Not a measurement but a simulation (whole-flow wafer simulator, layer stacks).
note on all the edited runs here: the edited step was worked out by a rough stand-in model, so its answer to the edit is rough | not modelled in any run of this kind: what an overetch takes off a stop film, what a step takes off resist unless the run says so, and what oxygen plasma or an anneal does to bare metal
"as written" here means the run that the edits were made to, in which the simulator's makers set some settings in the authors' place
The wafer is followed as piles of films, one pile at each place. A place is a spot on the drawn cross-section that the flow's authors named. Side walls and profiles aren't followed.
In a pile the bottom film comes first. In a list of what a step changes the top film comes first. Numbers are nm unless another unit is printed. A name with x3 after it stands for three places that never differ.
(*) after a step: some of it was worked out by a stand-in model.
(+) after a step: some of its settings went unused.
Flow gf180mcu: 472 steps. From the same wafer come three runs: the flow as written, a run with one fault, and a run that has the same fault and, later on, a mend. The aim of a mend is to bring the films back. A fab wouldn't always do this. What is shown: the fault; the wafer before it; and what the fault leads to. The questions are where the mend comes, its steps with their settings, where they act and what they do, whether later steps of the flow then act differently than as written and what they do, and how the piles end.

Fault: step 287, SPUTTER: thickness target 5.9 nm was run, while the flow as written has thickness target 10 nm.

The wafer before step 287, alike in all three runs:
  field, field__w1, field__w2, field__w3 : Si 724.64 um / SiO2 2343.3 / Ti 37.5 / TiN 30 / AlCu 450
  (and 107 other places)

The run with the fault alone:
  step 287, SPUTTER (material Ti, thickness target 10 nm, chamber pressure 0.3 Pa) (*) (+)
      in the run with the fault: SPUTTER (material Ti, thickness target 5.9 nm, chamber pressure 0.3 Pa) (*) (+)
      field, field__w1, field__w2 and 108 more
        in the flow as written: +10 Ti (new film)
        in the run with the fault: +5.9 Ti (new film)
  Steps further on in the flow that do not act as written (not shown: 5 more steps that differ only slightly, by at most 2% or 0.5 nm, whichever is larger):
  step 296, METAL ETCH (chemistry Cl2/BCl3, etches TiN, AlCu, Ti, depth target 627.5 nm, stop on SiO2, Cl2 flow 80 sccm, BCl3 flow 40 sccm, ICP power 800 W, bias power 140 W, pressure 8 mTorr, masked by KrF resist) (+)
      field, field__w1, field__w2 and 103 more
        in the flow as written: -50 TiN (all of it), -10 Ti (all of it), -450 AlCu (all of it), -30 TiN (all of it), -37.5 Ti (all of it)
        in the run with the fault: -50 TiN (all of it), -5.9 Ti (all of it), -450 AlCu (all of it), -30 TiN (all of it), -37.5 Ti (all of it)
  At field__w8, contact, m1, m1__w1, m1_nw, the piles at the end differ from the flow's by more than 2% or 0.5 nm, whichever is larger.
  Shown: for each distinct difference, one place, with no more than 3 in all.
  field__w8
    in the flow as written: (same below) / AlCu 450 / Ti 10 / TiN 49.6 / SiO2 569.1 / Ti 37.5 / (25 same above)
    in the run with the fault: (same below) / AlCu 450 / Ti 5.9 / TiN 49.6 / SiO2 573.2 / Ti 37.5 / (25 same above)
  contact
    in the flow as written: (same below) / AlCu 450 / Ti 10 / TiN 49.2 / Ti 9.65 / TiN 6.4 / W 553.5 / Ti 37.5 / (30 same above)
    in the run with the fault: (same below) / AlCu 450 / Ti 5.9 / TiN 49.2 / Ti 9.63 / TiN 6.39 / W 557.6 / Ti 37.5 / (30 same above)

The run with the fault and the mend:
  The mend follows step 287.
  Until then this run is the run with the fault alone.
  step 287a, SPUTTER (material Ti, thickness target 4.1 nm, chamber pressure 0.3 Pa) (*) (+) (a further turn of the flow's step 287, with different settings)
      field, field__w1, field__w2 and 108 more
        +4.1 Ti
  None of the later steps of the flow acts differently than as written at any place that is followed.
  At every place that both follow, the piles at the end match the flow's.
